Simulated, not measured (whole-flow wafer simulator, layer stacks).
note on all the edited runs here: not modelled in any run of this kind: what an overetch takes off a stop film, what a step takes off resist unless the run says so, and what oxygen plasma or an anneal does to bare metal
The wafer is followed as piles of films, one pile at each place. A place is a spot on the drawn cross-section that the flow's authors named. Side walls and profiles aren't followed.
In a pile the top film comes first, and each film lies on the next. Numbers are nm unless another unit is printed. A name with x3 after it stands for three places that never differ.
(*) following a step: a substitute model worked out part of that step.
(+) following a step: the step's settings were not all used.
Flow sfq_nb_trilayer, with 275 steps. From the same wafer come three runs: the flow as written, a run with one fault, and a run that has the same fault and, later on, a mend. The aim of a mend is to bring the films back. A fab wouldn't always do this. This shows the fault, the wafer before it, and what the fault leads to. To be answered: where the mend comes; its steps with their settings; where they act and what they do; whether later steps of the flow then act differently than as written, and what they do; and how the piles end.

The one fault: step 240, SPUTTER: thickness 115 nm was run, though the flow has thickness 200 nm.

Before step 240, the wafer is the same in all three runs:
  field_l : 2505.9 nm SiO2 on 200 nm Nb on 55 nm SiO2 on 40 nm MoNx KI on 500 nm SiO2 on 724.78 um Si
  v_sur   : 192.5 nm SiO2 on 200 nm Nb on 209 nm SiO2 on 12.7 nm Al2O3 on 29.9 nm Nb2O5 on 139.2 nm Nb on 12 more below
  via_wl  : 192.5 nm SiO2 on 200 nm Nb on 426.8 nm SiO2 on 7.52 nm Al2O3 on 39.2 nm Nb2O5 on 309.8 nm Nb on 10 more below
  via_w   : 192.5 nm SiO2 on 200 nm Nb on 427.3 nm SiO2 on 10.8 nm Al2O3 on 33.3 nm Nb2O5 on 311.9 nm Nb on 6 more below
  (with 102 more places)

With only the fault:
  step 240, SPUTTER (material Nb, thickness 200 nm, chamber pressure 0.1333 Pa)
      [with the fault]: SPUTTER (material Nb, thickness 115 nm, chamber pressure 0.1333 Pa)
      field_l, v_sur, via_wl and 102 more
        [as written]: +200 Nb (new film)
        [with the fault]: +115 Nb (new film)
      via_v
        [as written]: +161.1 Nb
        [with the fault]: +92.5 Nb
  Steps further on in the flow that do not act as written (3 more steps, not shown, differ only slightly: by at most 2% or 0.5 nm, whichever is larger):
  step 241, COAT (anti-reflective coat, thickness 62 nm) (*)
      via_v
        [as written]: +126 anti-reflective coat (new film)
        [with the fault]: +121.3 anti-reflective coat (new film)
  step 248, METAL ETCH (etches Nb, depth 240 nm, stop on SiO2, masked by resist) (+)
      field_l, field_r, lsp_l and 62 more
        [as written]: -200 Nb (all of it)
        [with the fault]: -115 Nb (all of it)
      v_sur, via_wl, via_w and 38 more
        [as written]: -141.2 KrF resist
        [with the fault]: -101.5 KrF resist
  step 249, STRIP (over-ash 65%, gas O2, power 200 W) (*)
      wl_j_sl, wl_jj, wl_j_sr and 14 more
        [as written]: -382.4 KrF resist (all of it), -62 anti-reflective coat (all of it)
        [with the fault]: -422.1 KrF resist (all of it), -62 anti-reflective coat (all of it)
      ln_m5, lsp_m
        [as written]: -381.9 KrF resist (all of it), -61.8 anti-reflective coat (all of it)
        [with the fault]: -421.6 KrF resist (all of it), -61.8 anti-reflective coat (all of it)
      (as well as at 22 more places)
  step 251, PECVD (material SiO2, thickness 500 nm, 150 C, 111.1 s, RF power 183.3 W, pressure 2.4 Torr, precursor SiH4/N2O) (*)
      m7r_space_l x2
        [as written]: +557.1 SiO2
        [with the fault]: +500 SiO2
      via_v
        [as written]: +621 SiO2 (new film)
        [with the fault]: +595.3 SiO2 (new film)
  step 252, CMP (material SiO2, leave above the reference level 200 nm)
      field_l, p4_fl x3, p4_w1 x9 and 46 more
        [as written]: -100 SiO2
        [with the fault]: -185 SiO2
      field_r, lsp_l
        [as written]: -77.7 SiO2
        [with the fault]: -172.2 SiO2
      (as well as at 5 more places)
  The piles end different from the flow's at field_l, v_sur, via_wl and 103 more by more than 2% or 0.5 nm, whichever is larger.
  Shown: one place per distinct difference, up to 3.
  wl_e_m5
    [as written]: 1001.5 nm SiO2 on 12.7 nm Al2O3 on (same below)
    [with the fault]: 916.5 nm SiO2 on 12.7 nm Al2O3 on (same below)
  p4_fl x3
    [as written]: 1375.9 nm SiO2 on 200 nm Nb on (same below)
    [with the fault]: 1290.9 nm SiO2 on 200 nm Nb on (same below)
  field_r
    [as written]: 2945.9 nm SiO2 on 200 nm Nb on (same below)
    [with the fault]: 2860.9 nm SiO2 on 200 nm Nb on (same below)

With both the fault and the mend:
  The mend stands after step 246.
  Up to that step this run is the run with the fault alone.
  step 246a, STRIP (over-ash 65%, gas O2, power 200 W) (*)
      p4_fl x3, p4_w1 x9, p4_g1 x2 and 46 more
        -62 anti-reflective coat (all of it)
      wl_j_sl, wl_jj, wl_j_sr and 14 more
        -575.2 KrF resist (all of it), -62 anti-reflective coat (all of it)
      field_r, lsp_l, l0_sur, l0v
        -61.8 anti-reflective coat (all of it)
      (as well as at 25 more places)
  step 246b, SPUTTER (material Nb, thickness 85 nm, chamber pressure 0.1333 Pa) (the flow's step 240 again, with other settings)
      field_l, v_sur, via_wl and 102 more
        +85 Nb
      via_v
        +65.3 Nb
  step 246c, COAT (anti-reflective coat, thickness 62 nm) (*) (the flow's step 241 again)
      p4_fl x3, p4_w1 x9, p4_g1 x2 and 63 more
        +62 anti-reflective coat (new film)
      field_r, lsp_l, ln_m5, lsp_m, ln_m6, lsp_r, l0_sur, l0v
        +61.8 anti-reflective coat (new film)
      be_r, r_sur, res, r_end, moat
        +61.7 anti-reflective coat (new film)
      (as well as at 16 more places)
  step 246d, COAT (KrF resist, thickness 600 nm) (*) (the flow's step 242 again)
      p4_fl x3, p4_w1 x9, p4_g1 x2 and 63 more
        +600 KrF resist (new film)
      field_r, lsp_l, ln_m5, lsp_m, ln_m6, l0v
        +599.5 KrF resist (new film)
      r_end, moat
        +599.4 KrF resist (new film)
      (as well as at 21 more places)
  step 246e, SOFTBAKE (KrF resist) (the flow's step 243 again)
      does not change any film at any place that is followed
  step 246f, EXPOSE (photomask M7, dose 12.21 mJ/cm2, NA 0.6, wavelength 248 nm) (*) (the flow's step 244 again)
      does not change any film at any place that is followed
  step 246g, PEB (KrF resist, 90 s) (the flow's step 245 again)
      field_l, v_sur, via_wl and 97 more
        -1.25 KrF resist
      via_w, via_wr, via_sp, wire, be
        -1.24 KrF resist
      via_v
        -1.62 KrF resist
  step 246h, DEVELOP (KrF resist, thickness 600 nm, 60 s) (the flow's step 246 again)
      p4_fl x3, p4_w1 x9, p4_g1 x2 and 46 more
        -598.7 KrF resist (all of it)
      v_sur, via_wl, via_w and 38 more
        -23.5 KrF resist
      field_r, lsp_l
        -598.2 KrF resist (all of it)
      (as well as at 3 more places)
  Every later step of the flow that is run acts as written, at every place that is followed, to within 2% or 0.5 nm, whichever is larger.
  When the end is reached, the piles differ only a little from the flow's at the places that both follow, at most by 2% or 0.5 nm, whichever is larger.
